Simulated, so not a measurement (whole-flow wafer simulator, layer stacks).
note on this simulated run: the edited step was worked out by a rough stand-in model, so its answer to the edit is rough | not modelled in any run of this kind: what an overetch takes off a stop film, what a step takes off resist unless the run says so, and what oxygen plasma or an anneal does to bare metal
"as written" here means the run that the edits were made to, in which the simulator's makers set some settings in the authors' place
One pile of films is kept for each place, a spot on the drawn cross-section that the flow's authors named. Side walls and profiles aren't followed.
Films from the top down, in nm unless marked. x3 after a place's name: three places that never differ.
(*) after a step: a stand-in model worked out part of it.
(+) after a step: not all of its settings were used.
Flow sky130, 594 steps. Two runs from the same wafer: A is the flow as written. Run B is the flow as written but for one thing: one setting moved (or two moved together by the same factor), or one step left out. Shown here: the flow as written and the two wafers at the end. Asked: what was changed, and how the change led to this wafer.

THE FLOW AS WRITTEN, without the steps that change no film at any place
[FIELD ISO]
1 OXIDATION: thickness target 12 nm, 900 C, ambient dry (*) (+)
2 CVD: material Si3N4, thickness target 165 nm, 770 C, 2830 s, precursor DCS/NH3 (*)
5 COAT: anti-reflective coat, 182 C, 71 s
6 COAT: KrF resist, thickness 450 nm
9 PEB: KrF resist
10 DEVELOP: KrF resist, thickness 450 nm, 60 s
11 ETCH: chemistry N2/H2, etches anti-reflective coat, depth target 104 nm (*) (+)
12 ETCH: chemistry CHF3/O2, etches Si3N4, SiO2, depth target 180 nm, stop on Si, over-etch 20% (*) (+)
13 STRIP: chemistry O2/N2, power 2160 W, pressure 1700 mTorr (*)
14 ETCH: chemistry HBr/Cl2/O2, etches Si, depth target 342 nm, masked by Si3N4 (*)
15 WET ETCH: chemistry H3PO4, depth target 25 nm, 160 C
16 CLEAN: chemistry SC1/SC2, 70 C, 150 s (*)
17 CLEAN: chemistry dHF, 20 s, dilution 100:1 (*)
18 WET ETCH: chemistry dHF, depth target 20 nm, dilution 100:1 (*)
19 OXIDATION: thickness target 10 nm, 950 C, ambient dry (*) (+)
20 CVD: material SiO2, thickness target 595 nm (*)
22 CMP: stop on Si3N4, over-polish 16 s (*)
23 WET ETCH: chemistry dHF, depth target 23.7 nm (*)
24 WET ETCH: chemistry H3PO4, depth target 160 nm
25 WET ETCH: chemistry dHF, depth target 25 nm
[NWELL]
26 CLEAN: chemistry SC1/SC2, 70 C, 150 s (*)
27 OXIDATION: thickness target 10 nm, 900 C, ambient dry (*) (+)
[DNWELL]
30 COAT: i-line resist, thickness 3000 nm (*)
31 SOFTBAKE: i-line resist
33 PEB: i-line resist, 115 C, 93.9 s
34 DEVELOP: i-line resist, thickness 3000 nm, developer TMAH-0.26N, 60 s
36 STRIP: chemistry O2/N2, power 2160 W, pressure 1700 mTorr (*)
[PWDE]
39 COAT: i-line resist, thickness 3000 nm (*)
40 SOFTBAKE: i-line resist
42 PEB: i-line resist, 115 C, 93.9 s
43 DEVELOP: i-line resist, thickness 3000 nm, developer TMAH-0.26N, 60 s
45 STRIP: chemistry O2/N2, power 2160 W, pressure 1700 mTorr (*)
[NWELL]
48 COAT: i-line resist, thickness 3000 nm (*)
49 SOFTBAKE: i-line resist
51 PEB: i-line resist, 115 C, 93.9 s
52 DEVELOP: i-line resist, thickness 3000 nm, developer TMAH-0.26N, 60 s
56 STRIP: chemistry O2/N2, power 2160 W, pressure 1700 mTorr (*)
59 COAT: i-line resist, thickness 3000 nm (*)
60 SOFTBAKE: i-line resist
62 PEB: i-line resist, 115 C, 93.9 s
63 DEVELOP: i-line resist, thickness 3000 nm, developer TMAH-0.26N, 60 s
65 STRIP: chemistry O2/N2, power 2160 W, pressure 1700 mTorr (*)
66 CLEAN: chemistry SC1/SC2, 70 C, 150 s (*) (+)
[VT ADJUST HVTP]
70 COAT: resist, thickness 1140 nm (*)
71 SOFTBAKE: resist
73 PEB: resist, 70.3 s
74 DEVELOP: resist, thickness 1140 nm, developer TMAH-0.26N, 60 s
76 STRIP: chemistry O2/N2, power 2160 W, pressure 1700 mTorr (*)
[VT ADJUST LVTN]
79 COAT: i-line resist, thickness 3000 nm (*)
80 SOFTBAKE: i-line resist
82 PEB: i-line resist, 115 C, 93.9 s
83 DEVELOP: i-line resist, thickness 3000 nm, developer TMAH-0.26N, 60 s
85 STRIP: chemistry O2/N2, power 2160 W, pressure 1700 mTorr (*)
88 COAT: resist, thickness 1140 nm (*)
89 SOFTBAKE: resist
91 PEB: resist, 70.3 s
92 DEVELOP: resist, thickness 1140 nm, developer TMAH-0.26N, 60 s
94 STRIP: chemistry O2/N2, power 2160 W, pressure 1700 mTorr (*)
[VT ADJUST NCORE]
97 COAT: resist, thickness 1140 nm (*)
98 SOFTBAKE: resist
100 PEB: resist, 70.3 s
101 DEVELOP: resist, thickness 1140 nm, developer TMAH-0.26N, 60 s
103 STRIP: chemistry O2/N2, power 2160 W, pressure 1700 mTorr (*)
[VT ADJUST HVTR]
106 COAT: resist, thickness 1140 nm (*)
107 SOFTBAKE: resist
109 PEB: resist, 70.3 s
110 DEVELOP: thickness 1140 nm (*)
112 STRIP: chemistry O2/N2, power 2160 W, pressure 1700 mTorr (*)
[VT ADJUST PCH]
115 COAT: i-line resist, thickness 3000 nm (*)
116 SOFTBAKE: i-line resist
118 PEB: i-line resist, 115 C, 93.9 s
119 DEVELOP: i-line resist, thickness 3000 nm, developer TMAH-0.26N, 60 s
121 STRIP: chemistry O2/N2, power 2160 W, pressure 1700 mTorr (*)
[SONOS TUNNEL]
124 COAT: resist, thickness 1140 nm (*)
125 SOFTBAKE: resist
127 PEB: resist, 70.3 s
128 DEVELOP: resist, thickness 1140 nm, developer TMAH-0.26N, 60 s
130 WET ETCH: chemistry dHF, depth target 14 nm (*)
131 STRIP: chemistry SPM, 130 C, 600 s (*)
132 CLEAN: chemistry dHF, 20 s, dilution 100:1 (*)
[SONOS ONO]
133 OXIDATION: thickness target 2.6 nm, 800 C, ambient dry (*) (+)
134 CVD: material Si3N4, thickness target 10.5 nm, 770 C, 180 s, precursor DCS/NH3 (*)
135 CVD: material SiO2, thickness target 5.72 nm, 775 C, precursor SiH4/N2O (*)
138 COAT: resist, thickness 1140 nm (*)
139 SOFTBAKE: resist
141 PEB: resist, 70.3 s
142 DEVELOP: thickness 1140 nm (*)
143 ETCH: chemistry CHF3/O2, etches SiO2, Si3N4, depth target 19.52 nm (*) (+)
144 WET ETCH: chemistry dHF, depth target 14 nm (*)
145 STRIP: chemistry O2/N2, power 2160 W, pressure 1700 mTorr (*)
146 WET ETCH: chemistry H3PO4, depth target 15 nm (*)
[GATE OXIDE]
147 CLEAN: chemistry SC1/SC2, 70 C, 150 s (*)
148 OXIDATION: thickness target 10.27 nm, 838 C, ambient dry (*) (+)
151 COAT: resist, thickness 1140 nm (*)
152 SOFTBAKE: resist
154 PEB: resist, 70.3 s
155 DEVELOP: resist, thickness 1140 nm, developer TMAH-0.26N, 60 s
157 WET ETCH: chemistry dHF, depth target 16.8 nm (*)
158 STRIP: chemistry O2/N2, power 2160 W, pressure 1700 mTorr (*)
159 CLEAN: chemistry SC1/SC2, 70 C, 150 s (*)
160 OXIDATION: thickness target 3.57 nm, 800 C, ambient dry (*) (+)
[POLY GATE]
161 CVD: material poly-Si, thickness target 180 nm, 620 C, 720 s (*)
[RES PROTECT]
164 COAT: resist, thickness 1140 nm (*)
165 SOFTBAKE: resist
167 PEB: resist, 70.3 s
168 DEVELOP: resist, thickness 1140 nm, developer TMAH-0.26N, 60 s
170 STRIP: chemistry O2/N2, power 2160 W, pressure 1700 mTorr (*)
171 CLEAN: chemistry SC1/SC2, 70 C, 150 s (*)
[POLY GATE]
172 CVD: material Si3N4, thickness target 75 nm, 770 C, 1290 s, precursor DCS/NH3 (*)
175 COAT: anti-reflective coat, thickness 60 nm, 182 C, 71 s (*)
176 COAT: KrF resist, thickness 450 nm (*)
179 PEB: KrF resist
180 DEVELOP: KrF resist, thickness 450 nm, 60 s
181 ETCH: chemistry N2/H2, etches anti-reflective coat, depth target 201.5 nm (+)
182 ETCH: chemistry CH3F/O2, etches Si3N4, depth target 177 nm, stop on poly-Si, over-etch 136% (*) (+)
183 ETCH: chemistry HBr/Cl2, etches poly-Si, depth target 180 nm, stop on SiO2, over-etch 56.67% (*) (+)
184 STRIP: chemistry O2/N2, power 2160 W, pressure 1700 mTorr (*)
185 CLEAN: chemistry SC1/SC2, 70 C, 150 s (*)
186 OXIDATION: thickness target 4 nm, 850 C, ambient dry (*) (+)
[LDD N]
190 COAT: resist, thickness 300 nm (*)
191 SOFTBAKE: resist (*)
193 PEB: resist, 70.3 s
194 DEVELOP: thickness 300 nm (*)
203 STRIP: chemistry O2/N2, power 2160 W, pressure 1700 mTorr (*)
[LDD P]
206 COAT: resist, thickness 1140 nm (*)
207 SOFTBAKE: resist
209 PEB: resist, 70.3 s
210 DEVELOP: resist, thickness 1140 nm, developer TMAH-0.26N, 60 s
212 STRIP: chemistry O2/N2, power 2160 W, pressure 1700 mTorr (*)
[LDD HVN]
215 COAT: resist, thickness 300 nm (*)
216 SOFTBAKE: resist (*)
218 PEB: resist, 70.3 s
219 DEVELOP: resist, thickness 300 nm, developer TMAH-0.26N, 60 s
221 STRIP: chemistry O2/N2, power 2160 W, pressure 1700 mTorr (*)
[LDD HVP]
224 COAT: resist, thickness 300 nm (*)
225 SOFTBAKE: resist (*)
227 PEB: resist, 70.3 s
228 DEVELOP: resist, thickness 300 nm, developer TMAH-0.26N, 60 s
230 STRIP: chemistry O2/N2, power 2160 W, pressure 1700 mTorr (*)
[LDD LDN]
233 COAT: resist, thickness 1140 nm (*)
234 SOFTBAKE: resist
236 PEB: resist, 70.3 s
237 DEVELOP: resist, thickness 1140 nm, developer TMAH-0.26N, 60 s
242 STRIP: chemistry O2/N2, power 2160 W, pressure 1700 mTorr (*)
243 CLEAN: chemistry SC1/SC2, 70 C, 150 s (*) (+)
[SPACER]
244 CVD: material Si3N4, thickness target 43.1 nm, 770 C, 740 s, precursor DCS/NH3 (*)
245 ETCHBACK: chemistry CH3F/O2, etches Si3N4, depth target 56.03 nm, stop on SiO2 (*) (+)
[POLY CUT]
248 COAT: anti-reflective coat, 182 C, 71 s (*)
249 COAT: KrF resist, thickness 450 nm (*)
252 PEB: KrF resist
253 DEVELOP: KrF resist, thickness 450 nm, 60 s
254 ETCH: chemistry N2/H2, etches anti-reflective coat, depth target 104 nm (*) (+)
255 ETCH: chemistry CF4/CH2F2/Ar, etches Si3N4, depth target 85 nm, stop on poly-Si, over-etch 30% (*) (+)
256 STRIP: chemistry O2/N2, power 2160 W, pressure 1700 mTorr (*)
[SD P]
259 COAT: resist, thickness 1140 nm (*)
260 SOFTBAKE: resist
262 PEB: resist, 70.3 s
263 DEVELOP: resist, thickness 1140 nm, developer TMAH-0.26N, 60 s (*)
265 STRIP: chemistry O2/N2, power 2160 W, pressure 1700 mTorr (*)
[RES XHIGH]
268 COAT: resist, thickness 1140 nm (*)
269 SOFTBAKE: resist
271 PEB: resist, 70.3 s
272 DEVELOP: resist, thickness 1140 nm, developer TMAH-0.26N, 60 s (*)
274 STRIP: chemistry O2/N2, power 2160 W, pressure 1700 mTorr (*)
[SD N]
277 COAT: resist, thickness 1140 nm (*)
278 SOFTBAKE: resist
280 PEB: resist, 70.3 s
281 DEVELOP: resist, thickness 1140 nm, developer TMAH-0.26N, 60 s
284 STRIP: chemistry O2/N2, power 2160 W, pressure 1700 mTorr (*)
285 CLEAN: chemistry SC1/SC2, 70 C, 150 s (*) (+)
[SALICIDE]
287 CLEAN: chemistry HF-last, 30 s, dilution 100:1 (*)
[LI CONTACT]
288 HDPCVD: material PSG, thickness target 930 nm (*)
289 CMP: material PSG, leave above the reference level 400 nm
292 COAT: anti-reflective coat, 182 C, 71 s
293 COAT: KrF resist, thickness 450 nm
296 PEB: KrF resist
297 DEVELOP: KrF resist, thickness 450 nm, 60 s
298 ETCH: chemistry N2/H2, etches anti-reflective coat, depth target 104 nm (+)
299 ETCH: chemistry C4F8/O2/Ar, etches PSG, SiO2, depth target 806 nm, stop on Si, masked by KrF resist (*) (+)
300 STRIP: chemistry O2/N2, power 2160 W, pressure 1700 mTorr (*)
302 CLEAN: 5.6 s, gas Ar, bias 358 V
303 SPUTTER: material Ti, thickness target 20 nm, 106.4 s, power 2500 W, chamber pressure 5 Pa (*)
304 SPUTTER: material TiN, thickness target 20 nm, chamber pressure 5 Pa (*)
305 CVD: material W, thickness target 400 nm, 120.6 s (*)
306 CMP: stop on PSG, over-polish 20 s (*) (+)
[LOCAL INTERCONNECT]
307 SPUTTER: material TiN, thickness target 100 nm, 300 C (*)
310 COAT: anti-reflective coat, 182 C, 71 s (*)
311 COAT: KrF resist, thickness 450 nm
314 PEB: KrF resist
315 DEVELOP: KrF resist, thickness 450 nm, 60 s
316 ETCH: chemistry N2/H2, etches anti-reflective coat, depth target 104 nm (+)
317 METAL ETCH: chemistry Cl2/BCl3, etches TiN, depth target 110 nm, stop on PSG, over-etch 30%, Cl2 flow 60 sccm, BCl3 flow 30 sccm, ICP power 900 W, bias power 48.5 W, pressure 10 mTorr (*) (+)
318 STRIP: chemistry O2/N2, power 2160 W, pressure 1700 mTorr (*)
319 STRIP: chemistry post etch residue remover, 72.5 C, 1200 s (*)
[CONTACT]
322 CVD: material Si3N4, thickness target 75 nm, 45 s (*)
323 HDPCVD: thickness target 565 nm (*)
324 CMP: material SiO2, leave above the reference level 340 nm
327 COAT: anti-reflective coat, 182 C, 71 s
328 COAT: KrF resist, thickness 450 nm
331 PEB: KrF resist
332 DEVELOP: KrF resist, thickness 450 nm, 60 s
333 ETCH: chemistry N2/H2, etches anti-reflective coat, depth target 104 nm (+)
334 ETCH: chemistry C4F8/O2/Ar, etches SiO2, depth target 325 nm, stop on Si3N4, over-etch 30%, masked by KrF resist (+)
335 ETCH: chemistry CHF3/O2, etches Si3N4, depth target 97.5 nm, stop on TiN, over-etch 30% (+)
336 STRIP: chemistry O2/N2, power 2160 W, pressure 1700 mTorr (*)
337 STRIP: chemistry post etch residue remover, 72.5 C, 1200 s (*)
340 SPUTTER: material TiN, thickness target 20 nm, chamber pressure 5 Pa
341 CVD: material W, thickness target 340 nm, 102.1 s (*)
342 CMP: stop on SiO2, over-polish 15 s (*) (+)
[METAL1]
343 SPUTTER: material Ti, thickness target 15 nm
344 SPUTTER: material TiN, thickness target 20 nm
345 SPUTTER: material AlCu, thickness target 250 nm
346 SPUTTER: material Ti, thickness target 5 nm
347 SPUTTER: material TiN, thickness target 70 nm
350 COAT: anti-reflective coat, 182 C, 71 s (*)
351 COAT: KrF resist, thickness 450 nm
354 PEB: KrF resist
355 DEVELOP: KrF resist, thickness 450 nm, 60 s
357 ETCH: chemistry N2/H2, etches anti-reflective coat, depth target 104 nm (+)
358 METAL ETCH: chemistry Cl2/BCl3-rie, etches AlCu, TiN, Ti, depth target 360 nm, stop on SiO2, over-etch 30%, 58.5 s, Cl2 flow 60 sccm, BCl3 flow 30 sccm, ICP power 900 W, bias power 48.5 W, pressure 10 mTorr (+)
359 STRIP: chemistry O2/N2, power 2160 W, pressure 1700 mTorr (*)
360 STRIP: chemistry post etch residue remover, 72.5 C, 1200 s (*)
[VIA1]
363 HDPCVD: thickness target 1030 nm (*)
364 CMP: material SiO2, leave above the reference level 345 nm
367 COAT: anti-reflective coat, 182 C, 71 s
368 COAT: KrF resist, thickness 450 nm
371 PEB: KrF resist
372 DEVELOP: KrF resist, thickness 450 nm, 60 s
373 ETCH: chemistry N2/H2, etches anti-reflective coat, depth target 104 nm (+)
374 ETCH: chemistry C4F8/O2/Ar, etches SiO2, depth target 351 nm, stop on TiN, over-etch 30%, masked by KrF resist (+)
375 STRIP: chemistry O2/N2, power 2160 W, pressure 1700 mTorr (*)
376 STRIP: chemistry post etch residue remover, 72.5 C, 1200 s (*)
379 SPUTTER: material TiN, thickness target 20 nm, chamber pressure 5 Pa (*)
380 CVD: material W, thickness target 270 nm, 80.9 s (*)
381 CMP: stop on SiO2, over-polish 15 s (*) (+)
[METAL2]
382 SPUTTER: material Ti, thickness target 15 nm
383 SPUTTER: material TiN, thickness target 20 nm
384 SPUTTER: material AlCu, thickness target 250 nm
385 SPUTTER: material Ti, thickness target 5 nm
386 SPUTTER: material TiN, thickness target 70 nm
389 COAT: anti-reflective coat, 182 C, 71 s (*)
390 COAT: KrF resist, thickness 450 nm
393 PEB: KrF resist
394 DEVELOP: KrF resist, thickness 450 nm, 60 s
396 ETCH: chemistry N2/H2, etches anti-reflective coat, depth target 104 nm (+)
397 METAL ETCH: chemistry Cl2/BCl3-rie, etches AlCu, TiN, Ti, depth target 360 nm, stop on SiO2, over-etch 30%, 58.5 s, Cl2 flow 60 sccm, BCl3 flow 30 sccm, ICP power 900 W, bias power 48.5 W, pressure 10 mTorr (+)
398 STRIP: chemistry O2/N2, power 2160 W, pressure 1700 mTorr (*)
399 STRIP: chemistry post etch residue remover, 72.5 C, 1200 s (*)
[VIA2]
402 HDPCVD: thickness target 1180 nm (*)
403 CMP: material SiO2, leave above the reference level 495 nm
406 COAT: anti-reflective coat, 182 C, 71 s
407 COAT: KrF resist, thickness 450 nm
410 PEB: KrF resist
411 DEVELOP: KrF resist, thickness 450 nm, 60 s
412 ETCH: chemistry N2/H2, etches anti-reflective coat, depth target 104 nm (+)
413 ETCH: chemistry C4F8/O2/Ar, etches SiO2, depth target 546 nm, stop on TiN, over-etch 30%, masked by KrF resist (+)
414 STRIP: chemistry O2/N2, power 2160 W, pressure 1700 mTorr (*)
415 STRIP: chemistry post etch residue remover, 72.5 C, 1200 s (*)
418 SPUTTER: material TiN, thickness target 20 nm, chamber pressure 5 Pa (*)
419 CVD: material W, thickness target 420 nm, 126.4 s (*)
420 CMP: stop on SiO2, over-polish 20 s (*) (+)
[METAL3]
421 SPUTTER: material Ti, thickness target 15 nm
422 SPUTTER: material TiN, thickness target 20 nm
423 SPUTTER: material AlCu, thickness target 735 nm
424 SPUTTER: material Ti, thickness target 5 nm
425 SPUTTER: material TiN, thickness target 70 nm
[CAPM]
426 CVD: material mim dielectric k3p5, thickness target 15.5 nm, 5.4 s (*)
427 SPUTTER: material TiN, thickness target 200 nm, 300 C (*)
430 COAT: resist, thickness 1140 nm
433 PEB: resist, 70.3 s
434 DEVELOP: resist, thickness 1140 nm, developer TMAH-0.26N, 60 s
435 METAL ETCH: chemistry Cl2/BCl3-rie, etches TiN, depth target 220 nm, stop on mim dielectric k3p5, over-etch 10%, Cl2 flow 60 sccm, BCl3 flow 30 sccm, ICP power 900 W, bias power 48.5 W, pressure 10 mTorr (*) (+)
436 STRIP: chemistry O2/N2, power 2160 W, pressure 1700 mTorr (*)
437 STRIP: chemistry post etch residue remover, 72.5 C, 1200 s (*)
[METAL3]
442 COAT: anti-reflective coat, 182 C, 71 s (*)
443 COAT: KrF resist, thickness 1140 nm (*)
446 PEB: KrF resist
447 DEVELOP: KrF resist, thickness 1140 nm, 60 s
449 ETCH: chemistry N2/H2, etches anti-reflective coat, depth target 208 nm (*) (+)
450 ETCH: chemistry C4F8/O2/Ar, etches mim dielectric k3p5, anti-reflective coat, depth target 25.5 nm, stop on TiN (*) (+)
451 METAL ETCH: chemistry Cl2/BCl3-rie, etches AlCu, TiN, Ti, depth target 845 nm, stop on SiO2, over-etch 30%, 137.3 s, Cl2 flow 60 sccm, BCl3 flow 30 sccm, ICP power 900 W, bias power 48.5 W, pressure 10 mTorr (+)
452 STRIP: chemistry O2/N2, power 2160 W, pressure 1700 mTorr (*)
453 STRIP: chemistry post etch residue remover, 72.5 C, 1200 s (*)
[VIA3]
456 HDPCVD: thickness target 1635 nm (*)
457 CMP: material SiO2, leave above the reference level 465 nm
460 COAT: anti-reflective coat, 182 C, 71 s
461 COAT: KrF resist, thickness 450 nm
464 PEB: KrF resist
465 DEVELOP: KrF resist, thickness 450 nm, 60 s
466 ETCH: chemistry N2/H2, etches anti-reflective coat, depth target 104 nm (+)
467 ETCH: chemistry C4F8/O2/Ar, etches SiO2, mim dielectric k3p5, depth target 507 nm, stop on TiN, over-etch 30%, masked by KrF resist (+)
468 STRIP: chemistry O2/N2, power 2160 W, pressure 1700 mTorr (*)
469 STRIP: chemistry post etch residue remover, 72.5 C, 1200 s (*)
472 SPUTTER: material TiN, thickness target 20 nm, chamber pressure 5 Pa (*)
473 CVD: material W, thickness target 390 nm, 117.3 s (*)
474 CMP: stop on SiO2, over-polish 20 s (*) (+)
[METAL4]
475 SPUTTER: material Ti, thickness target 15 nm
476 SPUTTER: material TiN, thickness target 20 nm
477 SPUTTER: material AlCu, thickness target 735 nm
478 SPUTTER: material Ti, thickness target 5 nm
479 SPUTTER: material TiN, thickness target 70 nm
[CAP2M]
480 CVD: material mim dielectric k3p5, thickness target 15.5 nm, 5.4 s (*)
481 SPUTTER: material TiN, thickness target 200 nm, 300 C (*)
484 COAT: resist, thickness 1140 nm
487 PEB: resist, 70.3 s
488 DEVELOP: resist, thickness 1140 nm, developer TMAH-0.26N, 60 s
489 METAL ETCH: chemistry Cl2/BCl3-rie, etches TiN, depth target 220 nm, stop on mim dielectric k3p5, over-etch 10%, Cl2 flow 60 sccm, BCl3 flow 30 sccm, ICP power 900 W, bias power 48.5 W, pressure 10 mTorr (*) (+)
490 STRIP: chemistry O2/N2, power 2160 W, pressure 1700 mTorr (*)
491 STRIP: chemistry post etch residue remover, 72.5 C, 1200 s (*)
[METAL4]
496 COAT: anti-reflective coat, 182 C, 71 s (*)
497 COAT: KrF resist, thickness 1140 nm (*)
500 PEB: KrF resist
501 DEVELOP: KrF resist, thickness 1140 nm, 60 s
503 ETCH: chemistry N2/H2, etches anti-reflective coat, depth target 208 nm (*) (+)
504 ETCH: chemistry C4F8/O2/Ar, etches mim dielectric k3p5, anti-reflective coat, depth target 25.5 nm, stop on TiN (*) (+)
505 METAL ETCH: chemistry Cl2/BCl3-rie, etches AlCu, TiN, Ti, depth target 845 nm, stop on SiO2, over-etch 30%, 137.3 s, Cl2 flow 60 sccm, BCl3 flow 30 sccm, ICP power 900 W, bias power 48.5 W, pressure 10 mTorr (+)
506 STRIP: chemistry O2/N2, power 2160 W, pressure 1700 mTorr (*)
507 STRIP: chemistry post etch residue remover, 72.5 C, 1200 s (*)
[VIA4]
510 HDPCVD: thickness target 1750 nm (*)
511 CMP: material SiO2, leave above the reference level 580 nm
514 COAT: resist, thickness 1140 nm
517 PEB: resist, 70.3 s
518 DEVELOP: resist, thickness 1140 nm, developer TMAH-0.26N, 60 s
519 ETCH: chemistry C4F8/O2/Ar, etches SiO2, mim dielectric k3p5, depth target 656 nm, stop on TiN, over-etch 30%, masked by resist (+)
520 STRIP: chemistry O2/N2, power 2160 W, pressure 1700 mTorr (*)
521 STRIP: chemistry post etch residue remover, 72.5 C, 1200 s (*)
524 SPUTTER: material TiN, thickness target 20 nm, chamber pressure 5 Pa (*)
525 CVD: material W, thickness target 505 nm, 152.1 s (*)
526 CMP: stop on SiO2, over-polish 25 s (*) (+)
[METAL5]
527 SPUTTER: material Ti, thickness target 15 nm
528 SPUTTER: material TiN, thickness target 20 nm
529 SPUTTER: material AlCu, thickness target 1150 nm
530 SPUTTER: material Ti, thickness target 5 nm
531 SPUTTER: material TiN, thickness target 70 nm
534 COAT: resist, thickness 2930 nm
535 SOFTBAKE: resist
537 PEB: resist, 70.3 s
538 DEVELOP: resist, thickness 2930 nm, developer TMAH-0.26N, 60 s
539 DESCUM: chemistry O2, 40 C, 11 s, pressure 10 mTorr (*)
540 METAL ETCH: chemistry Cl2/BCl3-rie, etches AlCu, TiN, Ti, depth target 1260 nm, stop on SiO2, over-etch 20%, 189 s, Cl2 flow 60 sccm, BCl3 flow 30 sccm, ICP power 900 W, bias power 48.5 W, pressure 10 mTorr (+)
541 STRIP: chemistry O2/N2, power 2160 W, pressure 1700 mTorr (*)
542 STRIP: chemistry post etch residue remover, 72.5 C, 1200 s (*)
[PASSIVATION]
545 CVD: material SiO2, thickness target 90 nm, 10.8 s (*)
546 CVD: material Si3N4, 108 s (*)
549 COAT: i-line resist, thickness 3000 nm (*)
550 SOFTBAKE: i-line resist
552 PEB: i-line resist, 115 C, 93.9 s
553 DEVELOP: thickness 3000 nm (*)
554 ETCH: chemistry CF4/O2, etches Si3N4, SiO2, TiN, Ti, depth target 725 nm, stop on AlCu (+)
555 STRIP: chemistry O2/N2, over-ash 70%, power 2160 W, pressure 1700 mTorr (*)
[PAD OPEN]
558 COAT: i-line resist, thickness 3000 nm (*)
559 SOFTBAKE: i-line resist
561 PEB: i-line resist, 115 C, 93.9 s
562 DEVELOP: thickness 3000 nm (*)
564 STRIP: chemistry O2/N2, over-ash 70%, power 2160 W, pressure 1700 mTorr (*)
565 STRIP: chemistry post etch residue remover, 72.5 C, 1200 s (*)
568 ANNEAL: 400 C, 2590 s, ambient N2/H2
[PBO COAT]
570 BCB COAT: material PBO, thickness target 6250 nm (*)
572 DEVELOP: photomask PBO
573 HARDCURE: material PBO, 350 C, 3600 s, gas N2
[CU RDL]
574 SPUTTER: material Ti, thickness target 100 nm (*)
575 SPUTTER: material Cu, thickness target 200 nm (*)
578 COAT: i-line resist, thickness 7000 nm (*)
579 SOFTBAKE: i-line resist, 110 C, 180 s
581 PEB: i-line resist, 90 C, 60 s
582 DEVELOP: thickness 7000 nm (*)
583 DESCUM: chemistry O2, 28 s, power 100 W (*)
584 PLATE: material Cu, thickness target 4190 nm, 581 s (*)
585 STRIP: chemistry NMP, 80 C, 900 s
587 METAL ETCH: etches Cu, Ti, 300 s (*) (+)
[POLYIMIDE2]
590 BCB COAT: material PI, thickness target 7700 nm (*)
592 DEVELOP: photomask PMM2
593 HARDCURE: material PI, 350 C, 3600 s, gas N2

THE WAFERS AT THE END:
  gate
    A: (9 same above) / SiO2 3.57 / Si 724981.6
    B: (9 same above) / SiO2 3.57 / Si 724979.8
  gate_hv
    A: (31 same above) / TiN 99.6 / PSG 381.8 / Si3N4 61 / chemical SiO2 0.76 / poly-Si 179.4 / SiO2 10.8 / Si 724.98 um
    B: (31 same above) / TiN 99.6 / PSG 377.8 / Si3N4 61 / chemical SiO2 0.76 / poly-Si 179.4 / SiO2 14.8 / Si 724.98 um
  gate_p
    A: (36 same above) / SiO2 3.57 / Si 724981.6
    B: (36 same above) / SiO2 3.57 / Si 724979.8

The cause: step 148, OXIDATION: thickness target 14.38 nm was run, where the flow has thickness target 10.27 nm.

How the change led to this, step by step:
  148 OXIDATION: thickness target 10.27 nm, 838 C, ambient dry (*) (+)
      active, n_well, p_well and 98 more: A SiO2 +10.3 (new film), chemical SiO2 -0.76 (all of it), Si -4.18 | B SiO2 +14.4 (new film), chemical SiO2 -0.76 (all of it), Si -5.99
      mim, vpp_sp, vpp_ln and 61 more: A SiO2 +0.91, Si -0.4 | B SiO2 +1.57, Si -0.69
      (and at 23 more places)
  152 SOFTBAKE: resist
      field: A resist -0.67 | B nothing
      nw_fld: A resist -0.42 | B resist +1.17
      (and at 2 more places)
  157 WET ETCH: chemistry dHF, depth target 16.8 nm (*)
      active, n_well, p_well and 58 more: A SiO2 -10.3 (all of it) | B SiO2 -14.4 (all of it)
  175 COAT: anti-reflective coat, thickness 60 nm, 182 C, 71 s (*)
      active: A anti-reflective coat +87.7 (new film) | B anti-reflective coat +89.7 (new film)
      gate: A anti-reflective coat +88.5 (new film) | B anti-reflective coat +90.4 (new film)
      (and at 13 more places)
  181 ETCH: chemistry N2/H2, etches anti-reflective coat, depth target 201.5 nm (+)
      active: A anti-reflective coat -87.7 (all of it), Si3N4 -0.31 | B anti-reflective coat -89.7 (all of it), Si3N4 -0.26
      nwell_res: A anti-reflective coat -74 (all of it), Si3N4 -0.49 | B anti-reflective coat -75.8 (all of it), Si3N4 -0.44
      (and at 6 more places)
  184 STRIP: chemistry O2/N2, power 2160 W, pressure 1700 mTorr (*)
      gate: A KrF resist -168 (all of it), anti-reflective coat -88.5 (all of it) | B KrF resist -168.7 (all of it), anti-reflective coat -90.4 (all of it)
      m1: A KrF resist -172.2 (all of it), anti-reflective coat -74.7 (all of it) | B KrF resist -172.7 (all of it), anti-reflective coat -72.9 (all of it)
      (and at 5 more places)
  190 COAT: resist, thickness 300 nm (*)
      n_well: A resist +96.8 (new film) | B resist +99 (new film)
      pad: A resist +87.2 (new film) | B resist +85.3 (new film)
  203 STRIP: chemistry O2/N2, power 2160 W, pressure 1700 mTorr (*)
      n_well: A resist -95.8 (all of it) | B resist -97.9 (all of it)
      pad: A resist -86.4 (all of it) | B resist -84.5 (all of it)
  215 COAT: resist, thickness 300 nm (*)
      n_well: A resist +96.8 (new film) | B resist +99 (new film)
      pad: A resist +87.2 (new film) | B resist +85.3 (new film)
  221 STRIP: chemistry O2/N2, power 2160 W, pressure 1700 mTorr (*)
      n_well: A resist -95.8 (all of it) | B resist -97.9 (all of it)
      pad: A resist -86.4 (all of it) | B resist -84.5 (all of it)
  224 COAT: resist, thickness 300 nm (*)
      n_well: A resist +96.8 (new film) | B resist +99 (new film)
      pad: A resist +87.2 (new film) | B resist +85.3 (new film)
  230 STRIP: chemistry O2/N2, power 2160 W, pressure 1700 mTorr (*)
      n_well: A resist -95.8 (all of it) | B resist -97.9 (all of it)
      pad: A resist -86.4 (all of it) | B resist -84.5 (all of it)
  248 COAT: anti-reflective coat, 182 C, 71 s (*)
      m1: A anti-reflective coat +16.3 (new film) | B anti-reflective coat +15 (new film)
      pplus_nw: A anti-reflective coat +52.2 (new film) | B anti-reflective coat +54 (new film)
      (and at 16 more places)
  256 STRIP: chemistry O2/N2, power 2160 W, pressure 1700 mTorr (*)
      m1: A KrF resist -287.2 (all of it), anti-reflective coat -16.3 (all of it) | B KrF resist -286.3 (all of it), anti-reflective coat -15 (all of it)
      pplus_nw: A KrF resist -444.5 (all of it), anti-reflective coat -52.2 (all of it) | B KrF resist -444.7 (all of it), anti-reflective coat -54 (all of it)
      (and at 16 more places)
  306 CMP: stop on PSG, over-polish 20 s (*) (+)
      poly_licon: A W -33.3 | B W -35.5
